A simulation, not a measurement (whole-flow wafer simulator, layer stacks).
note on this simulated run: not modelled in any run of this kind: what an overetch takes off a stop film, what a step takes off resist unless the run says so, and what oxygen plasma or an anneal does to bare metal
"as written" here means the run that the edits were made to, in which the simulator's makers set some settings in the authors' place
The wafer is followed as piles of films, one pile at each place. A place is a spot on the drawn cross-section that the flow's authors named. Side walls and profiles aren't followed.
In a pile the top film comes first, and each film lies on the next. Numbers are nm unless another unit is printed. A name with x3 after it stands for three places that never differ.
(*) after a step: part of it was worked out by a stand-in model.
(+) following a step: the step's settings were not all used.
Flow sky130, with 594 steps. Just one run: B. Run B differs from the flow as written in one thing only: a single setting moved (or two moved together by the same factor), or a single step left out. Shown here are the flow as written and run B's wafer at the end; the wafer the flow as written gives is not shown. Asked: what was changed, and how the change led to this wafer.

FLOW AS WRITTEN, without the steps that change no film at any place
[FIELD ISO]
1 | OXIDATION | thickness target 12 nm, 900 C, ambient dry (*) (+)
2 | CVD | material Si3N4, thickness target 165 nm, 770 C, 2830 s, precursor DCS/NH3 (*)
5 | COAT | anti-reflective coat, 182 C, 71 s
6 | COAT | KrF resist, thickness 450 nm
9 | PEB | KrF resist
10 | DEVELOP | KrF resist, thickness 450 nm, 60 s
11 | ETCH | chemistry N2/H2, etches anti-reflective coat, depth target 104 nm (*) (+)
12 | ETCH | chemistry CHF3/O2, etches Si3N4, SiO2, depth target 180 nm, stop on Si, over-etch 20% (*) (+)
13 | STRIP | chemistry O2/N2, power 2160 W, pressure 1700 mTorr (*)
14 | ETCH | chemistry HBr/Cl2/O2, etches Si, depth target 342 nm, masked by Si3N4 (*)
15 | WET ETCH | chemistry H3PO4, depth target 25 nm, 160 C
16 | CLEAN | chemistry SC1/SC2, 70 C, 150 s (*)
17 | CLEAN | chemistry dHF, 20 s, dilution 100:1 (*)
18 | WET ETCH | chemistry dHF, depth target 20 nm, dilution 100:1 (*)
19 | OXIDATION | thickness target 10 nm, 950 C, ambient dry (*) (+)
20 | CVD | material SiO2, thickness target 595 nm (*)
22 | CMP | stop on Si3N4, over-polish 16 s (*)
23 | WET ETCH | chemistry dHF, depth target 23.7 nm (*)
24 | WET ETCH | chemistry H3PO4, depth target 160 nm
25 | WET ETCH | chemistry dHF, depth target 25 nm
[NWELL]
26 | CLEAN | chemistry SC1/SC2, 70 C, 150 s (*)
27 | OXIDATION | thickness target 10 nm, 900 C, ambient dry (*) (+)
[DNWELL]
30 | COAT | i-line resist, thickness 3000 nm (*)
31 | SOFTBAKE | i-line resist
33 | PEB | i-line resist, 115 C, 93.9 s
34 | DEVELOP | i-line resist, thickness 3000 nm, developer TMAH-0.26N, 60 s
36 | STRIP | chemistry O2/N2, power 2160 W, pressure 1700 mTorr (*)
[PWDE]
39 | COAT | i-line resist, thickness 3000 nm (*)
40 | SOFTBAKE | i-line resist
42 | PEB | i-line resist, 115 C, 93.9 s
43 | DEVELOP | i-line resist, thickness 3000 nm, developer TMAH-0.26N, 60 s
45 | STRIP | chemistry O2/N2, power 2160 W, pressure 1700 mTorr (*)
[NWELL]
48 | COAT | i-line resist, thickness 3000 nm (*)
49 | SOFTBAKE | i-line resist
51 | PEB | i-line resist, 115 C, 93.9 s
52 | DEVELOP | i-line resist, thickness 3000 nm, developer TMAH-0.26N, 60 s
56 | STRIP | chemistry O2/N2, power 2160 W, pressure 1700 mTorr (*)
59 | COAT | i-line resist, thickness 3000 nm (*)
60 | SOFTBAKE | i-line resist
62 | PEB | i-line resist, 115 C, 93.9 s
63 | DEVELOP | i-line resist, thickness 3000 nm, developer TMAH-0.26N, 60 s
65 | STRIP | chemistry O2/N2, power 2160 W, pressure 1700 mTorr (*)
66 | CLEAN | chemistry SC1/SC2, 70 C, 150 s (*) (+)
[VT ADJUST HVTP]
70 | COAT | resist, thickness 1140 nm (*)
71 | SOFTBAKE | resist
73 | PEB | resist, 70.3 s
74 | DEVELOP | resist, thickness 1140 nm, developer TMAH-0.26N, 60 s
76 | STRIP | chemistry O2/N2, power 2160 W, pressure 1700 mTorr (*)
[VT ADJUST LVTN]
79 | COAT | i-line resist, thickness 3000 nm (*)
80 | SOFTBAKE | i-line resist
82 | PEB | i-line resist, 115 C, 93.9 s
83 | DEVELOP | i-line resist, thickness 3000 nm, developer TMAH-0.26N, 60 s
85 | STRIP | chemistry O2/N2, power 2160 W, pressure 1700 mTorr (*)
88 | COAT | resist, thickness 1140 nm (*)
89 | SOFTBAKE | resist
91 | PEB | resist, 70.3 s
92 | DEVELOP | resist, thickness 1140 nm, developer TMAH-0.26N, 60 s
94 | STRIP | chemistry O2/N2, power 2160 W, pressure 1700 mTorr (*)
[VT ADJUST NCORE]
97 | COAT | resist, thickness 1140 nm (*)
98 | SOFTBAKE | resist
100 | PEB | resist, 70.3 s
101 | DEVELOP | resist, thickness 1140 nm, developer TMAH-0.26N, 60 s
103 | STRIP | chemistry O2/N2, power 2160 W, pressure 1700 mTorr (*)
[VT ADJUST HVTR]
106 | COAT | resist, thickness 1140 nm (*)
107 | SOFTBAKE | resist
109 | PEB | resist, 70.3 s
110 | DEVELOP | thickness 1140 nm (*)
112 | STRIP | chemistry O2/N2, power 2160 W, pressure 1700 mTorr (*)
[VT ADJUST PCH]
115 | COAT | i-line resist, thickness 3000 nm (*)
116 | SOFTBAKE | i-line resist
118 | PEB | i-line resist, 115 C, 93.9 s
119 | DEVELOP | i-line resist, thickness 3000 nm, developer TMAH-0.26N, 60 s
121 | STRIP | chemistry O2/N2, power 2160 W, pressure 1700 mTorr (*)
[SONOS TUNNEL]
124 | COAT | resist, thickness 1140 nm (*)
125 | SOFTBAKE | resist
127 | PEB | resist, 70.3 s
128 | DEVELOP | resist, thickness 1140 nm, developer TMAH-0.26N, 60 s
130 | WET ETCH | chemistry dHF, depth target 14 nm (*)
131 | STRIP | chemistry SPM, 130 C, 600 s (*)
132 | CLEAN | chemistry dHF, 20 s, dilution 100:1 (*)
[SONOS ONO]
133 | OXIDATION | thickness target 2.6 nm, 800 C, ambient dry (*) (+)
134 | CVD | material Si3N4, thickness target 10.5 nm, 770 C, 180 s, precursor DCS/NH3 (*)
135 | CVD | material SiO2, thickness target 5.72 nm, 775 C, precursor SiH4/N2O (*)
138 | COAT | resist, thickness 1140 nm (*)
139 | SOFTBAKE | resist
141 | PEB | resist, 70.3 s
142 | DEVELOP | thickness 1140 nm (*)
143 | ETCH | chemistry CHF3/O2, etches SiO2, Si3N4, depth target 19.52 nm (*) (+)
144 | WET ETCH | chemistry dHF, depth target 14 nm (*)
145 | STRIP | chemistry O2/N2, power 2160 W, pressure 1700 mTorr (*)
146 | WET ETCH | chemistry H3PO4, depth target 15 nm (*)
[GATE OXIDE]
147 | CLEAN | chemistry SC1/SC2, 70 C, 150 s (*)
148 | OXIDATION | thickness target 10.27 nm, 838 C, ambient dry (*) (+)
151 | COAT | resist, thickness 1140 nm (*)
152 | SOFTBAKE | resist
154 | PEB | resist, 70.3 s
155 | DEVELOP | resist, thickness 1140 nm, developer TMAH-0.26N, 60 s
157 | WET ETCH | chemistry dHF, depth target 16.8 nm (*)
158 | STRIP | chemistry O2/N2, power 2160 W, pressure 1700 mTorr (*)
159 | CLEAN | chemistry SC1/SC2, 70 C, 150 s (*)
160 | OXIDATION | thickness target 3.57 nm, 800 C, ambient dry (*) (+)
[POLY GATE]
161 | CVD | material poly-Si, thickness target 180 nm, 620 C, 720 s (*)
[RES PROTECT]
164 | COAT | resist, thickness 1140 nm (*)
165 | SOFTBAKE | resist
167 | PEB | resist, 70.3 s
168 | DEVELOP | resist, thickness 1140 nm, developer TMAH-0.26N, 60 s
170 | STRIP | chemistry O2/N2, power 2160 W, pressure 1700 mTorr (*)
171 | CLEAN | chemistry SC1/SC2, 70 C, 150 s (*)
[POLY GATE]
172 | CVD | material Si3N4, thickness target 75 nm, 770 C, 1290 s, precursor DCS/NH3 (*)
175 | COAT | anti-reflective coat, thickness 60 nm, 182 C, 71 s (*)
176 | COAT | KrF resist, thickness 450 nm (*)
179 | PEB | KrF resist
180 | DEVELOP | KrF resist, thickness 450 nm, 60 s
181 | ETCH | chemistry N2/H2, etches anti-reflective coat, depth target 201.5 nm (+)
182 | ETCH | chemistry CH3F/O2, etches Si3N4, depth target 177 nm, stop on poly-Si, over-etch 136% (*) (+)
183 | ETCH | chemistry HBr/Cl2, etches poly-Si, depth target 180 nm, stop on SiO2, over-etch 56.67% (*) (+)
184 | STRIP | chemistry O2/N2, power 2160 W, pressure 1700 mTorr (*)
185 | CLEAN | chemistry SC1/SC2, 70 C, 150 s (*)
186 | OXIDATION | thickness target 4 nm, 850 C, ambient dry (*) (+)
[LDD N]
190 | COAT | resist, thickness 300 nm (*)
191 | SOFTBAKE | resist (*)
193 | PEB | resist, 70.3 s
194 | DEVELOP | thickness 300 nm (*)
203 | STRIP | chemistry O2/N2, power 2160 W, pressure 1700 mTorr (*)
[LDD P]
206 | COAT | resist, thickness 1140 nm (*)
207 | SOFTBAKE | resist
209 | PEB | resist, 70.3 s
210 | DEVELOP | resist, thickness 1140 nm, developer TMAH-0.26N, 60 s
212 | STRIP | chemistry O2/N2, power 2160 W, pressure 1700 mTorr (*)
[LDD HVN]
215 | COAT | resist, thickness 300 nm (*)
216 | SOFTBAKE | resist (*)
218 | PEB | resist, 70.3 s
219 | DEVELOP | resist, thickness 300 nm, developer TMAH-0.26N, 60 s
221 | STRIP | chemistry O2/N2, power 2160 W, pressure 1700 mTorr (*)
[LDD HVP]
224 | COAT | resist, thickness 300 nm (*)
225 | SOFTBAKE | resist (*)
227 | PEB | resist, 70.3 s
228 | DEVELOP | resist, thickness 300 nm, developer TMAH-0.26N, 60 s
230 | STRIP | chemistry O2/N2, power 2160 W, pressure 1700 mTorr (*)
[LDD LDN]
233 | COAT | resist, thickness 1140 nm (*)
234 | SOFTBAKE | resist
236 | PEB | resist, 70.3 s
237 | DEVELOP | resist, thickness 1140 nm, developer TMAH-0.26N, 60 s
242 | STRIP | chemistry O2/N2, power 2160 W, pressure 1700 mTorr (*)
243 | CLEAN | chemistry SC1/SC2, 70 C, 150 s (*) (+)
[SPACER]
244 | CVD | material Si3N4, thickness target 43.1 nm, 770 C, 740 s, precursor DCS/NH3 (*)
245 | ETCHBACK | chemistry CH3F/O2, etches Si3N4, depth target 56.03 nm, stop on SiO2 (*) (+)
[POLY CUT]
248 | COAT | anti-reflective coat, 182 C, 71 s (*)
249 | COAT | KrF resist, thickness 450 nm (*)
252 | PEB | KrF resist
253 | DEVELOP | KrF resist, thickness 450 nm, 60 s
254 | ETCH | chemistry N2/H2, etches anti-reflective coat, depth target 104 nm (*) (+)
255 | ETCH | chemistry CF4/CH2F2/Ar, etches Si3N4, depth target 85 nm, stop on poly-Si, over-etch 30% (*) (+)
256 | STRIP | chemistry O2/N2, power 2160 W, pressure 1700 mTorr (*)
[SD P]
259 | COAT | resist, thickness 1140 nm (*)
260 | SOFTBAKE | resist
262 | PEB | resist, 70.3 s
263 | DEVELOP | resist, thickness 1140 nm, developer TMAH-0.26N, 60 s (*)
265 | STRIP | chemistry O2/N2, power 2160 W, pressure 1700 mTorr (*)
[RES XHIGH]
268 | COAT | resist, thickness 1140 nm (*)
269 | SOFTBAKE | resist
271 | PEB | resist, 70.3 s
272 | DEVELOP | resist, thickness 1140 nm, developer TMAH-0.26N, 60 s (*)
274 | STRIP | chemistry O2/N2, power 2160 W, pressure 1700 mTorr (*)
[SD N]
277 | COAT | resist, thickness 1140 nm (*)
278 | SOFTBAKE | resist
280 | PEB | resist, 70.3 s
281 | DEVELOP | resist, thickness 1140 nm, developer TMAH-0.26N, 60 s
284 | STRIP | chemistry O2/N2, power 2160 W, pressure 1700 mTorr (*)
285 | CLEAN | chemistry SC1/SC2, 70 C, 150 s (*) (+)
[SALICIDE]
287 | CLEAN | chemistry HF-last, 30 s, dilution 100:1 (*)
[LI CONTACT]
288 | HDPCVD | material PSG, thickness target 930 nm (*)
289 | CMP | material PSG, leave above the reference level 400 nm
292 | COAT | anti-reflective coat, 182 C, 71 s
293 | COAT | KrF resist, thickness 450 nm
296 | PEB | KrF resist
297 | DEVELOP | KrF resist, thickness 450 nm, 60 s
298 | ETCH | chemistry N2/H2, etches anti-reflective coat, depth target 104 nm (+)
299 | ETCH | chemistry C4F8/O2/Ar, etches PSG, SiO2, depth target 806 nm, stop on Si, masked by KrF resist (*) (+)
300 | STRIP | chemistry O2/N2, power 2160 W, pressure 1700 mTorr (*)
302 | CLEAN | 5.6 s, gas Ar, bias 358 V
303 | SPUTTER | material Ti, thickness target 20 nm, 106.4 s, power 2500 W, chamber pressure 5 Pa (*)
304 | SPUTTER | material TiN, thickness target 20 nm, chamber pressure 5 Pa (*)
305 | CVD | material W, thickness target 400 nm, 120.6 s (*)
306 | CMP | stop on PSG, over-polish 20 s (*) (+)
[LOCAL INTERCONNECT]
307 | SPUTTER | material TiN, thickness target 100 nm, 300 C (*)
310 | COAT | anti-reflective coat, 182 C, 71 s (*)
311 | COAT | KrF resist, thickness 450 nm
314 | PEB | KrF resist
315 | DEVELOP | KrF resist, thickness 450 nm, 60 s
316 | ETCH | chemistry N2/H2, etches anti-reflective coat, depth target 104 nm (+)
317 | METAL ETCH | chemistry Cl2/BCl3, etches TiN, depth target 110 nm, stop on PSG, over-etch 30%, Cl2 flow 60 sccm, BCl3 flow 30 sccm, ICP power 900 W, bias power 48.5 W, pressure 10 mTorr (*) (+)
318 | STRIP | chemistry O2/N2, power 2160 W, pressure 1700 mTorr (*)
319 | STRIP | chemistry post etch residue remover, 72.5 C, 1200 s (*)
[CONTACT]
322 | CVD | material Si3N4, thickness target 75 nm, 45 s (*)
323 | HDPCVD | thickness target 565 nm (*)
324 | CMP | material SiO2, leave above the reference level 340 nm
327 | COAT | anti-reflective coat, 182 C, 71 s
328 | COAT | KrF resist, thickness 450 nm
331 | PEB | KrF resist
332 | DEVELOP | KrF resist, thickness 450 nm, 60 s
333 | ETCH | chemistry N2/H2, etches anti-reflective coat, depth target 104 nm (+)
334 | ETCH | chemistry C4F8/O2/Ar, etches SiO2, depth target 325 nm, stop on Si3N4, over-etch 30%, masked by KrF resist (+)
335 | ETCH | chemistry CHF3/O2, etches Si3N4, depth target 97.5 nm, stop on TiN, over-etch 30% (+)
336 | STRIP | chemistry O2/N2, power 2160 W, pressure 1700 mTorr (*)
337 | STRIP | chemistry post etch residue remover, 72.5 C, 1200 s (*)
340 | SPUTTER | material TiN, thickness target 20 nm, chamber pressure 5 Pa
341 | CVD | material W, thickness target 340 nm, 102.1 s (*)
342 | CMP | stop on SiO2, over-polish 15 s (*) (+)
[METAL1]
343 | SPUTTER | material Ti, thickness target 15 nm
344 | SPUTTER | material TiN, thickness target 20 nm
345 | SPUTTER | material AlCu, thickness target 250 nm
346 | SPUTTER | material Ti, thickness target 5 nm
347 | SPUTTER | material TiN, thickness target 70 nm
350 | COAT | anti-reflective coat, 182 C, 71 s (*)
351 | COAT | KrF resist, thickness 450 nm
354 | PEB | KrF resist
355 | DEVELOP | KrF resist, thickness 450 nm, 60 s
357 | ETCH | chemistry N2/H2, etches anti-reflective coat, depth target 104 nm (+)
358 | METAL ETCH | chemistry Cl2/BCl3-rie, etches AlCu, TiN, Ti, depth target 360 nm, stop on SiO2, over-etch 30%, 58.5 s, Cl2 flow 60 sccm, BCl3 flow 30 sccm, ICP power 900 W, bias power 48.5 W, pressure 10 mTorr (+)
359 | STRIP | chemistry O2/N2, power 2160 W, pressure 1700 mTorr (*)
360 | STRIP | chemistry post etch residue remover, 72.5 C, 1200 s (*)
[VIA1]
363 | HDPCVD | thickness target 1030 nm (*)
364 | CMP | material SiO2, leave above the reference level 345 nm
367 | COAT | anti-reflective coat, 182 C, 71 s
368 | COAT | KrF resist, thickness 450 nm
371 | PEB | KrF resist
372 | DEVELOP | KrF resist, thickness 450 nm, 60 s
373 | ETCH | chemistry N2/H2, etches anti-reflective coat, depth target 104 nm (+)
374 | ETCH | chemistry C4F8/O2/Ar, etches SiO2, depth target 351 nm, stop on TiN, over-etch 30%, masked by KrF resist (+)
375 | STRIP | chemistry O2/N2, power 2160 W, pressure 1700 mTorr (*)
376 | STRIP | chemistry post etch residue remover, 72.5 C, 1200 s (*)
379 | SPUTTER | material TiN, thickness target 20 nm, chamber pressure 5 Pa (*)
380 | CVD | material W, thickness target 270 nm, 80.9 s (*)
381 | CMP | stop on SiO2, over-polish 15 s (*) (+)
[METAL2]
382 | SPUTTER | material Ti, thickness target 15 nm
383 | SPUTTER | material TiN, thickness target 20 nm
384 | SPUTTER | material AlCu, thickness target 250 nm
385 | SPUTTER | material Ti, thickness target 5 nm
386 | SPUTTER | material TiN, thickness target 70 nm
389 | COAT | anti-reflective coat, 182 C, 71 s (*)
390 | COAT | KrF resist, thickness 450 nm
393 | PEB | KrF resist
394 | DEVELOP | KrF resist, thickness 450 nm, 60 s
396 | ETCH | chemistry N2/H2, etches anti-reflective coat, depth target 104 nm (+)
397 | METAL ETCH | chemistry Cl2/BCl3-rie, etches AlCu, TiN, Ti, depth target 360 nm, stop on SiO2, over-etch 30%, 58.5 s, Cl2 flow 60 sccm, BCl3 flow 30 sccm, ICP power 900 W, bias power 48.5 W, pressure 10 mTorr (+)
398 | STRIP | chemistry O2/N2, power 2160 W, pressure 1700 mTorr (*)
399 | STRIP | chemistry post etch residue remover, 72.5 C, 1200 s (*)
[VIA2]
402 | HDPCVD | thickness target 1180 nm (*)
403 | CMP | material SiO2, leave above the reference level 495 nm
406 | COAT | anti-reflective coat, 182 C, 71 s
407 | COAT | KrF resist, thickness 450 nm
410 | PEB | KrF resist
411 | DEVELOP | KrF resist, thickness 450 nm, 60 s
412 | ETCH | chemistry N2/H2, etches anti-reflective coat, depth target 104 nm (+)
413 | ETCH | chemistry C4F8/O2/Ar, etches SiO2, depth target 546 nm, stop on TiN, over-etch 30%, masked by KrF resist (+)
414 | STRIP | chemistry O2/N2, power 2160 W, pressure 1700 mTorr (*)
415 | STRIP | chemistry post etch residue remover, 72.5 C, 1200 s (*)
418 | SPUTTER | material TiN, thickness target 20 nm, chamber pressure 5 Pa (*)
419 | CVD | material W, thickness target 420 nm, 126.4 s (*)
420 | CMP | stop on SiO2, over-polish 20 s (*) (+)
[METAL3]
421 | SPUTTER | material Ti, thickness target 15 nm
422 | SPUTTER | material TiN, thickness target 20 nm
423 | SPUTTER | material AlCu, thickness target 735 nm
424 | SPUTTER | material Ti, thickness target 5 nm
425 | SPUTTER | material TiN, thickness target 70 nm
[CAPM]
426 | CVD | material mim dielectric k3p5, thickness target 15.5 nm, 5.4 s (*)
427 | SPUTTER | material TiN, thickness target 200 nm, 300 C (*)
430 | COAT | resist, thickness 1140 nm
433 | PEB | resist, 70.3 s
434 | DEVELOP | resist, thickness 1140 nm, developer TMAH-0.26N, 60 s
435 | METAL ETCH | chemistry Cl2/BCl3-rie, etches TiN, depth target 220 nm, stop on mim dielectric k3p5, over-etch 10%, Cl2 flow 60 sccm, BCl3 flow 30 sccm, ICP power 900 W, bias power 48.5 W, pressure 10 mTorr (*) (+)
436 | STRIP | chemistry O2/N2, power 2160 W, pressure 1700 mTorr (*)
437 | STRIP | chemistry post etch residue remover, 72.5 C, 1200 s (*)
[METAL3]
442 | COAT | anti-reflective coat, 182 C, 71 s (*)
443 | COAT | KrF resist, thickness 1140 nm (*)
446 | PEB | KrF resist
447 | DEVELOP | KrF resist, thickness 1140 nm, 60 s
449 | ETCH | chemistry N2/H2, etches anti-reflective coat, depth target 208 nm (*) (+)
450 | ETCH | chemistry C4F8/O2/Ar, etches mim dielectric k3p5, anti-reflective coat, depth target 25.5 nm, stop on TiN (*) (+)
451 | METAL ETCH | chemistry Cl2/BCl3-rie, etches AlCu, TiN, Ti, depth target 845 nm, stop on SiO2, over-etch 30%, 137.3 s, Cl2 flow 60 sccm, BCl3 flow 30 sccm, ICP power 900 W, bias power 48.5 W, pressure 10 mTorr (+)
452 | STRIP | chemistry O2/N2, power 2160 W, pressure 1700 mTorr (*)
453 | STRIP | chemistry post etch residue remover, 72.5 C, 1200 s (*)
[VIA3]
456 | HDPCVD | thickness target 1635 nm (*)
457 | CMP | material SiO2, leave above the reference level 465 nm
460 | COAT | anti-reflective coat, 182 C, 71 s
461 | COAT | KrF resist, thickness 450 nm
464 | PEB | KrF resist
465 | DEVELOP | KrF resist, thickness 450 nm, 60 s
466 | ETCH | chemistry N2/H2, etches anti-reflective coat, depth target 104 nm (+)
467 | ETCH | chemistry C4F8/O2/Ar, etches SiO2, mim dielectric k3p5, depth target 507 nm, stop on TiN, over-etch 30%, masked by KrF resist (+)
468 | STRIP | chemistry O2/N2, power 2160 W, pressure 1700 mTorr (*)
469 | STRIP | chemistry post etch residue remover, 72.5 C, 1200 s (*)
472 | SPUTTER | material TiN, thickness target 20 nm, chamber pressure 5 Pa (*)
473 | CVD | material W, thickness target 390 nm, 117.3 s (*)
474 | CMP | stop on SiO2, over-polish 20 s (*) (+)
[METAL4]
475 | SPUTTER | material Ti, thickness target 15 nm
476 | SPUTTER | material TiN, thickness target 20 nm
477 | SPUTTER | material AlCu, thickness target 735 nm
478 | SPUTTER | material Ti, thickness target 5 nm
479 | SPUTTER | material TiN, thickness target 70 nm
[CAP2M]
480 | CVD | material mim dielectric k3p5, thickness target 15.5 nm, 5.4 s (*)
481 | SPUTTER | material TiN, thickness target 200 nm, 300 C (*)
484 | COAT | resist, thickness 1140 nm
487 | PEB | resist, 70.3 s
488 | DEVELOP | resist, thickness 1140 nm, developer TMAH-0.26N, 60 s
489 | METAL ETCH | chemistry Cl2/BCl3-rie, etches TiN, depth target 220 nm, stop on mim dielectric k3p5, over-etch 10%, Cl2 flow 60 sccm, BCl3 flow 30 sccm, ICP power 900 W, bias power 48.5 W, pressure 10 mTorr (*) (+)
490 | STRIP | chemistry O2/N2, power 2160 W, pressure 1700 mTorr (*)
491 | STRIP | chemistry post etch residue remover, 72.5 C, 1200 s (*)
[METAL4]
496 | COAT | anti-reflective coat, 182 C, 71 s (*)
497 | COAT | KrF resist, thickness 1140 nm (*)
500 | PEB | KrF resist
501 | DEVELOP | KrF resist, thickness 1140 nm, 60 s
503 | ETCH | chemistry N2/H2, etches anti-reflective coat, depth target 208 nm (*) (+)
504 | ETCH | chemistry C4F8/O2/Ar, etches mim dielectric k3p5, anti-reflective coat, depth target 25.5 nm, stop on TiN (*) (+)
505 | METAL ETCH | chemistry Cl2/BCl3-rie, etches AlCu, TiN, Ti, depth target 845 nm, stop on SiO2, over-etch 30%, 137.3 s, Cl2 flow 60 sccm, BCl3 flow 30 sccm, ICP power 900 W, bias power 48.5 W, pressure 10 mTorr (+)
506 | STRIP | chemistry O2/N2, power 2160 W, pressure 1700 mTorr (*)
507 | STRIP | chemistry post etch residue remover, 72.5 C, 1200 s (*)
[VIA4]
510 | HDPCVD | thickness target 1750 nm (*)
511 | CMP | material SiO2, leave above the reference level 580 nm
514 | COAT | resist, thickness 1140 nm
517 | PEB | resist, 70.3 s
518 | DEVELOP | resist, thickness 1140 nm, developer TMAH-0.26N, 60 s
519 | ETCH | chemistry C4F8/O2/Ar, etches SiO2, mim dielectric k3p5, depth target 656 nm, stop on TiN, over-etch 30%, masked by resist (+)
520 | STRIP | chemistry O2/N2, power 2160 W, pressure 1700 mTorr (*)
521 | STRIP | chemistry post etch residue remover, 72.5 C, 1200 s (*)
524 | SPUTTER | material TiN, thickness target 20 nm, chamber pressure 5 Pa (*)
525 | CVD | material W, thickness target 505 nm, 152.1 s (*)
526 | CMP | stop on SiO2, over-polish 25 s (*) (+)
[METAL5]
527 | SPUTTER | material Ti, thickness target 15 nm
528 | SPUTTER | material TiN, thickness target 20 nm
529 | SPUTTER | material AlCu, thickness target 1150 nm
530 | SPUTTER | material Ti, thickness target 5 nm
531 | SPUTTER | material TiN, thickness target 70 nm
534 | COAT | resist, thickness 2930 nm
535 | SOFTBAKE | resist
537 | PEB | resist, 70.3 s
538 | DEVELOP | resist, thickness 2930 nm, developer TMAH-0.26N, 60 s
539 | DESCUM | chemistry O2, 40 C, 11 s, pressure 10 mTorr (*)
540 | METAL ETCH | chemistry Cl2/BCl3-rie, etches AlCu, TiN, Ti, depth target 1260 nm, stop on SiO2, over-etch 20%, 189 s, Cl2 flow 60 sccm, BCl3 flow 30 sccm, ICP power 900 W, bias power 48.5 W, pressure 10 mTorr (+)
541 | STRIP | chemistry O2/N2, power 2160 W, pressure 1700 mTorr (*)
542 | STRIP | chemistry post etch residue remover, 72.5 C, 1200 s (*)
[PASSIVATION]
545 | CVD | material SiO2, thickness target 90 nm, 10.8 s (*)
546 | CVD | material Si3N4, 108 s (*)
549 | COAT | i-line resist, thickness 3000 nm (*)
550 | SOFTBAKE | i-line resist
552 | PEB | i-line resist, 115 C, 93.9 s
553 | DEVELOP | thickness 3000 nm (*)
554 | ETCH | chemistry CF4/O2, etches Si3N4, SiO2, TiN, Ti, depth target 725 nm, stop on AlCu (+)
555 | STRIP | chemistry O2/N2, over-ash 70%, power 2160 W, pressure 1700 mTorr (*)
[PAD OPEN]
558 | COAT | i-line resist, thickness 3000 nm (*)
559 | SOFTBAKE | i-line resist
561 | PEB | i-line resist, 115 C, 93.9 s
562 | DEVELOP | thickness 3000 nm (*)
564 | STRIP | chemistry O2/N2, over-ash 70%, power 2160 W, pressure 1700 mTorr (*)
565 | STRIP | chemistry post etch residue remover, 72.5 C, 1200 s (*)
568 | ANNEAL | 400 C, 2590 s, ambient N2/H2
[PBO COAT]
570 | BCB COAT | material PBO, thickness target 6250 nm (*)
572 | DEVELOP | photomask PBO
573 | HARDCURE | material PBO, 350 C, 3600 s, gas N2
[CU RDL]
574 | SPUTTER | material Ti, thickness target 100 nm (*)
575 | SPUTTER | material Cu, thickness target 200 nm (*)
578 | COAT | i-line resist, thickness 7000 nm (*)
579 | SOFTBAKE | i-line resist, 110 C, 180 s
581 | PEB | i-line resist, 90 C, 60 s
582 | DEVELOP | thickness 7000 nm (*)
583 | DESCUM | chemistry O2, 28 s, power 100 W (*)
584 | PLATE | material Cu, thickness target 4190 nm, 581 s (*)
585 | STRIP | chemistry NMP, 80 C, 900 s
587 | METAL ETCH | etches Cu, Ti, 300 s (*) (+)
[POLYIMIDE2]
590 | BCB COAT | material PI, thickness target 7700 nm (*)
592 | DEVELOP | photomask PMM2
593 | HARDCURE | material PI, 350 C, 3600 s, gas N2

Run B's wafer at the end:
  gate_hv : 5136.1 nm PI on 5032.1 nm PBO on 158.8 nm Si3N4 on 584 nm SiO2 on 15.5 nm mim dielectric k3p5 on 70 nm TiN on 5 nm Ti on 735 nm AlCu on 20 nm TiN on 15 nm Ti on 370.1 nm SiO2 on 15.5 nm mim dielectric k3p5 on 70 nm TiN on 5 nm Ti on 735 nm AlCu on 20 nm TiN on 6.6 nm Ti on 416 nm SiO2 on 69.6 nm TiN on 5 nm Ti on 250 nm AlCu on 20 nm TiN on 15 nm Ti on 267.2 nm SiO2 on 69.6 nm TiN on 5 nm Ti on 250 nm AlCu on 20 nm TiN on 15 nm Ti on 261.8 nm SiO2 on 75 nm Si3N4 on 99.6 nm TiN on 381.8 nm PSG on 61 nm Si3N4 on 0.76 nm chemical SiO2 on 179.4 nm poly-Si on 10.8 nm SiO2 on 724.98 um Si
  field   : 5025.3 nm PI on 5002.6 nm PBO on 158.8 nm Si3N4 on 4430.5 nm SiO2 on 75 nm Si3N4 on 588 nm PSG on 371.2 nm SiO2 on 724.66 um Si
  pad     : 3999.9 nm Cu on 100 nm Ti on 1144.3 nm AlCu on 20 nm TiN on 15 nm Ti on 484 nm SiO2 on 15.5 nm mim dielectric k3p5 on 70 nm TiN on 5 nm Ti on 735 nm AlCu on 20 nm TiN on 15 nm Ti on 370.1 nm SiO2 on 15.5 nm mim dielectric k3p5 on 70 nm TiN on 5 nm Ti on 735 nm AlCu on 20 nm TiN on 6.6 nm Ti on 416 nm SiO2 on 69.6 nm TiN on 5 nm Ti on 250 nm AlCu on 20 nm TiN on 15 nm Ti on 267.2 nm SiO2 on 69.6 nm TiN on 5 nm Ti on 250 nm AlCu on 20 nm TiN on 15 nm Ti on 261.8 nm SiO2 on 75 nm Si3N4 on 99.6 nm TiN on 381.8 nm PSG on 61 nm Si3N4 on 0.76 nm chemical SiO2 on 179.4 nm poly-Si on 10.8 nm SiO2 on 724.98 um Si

Cause: step 421, SPUTTER: thickness target 6.6 nm was run, though the flow has thickness target 15 nm.
One can read it off the wafer: gate_hv has Ti 6.6, and step 421 as written asks for 15 nm.

The path from the change to this, step by step:
  421 | SPUTTER | material Ti, thickness target 15 nm
      field, active, n_well and 188 more: +6.6 Ti (new film) (as written it would have been: +15 Ti (new film))
  451 | METAL ETCH | chemistry Cl2/BCl3-rie, etches AlCu, TiN, Ti, depth target 845 nm, stop on SiO2, over-etch 30%, 137.3 s, Cl2 flow 60 sccm, BCl3 flow 30 sccm, ICP power 900 W, bias power 48.5 W, pressure 10 mTorr (+)
      field, gate, spacer and 68 more: -70 TiN (all of it), -5 Ti (all of it), -735 AlCu (all of it), -20 TiN (all of it), -6.6 Ti (all of it), -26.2 SiO2 (as written it would have been: -70 TiN (all of it), -5 Ti (all of it), -735 AlCu (all of it), -20 TiN (all of it), -15 Ti (all of it), -25.4 SiO2)
      active, vpp_ln, vpp_iso2 and 11 more: -70 TiN (all of it), -5 Ti (all of it), -735 AlCu (all of it), -20 TiN (all of it), -6.6 Ti (all of it), -26.2 SiO2 (as written it would have been: -70 TiN (all of it), -5 Ti (all of it), -735 AlCu (all of it), -20 TiN (all of it), -15 Ti (all of it), -25.3 SiO2)
